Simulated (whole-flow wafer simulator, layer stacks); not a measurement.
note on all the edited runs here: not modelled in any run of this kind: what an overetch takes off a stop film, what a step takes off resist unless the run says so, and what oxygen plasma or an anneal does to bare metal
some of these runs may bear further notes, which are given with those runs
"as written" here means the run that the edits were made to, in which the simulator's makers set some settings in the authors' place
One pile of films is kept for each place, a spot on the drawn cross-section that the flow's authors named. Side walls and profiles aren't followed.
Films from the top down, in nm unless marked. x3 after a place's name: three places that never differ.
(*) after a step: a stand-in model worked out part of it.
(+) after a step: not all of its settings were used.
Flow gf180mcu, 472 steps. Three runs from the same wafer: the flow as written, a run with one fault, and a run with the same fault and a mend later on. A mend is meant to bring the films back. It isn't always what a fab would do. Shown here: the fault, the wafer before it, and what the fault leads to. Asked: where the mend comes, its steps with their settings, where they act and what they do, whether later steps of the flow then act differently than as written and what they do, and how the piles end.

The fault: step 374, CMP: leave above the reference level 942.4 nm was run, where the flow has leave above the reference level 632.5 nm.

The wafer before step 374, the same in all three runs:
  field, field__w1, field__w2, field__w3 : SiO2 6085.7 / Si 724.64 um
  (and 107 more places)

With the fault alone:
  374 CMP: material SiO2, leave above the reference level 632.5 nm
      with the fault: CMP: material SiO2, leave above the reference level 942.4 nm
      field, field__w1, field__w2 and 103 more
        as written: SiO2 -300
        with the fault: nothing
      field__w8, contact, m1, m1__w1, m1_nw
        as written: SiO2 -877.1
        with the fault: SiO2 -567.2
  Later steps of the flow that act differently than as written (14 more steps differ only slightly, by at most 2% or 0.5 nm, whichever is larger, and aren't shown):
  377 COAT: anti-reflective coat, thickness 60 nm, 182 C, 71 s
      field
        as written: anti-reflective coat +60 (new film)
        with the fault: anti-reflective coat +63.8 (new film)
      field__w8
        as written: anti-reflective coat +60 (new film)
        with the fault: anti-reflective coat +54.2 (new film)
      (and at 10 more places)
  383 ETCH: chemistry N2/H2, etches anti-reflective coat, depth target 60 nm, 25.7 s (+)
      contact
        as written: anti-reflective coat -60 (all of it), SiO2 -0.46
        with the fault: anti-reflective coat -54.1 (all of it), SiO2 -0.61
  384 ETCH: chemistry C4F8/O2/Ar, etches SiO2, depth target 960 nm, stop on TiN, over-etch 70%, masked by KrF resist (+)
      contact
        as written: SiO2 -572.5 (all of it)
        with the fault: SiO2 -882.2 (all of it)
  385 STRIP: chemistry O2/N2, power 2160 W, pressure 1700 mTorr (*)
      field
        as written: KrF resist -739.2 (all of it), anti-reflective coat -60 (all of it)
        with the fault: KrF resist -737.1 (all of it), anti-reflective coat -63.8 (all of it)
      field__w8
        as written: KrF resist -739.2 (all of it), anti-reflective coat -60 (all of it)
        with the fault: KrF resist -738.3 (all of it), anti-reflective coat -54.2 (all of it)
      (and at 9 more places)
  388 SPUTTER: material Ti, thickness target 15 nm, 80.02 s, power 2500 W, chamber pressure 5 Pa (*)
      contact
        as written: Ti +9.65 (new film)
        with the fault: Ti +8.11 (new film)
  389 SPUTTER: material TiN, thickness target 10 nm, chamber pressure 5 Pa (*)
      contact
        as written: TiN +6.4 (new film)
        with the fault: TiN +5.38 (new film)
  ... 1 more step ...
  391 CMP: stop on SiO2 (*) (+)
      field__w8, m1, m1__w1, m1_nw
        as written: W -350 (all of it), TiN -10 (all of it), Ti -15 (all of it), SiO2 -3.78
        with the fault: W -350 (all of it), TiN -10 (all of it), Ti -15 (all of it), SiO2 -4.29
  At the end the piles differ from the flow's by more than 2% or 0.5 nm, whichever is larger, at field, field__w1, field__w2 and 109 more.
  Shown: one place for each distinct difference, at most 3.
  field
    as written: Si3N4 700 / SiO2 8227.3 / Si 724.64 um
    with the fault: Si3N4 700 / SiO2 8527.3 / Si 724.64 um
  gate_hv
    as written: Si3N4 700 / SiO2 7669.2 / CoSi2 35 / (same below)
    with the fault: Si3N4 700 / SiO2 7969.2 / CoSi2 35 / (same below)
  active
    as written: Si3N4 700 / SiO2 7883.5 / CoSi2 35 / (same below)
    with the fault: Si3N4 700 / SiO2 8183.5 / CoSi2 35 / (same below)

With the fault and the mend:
  The mend comes after step 374.
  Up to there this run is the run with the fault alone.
  374a CMP: material SiO2, leave above the reference level 632.5 nm (the flow's step 374 once more)
      field, field__w1, field__w2 and 103 more
        SiO2 -300
      field__w8, contact, m1, m1__w1, m1_nw
        SiO2 -309.9
  No later step of the flow acts differently than as written at any place that is followed.
  At the end the piles are the same as the flow's at every place that both follow.
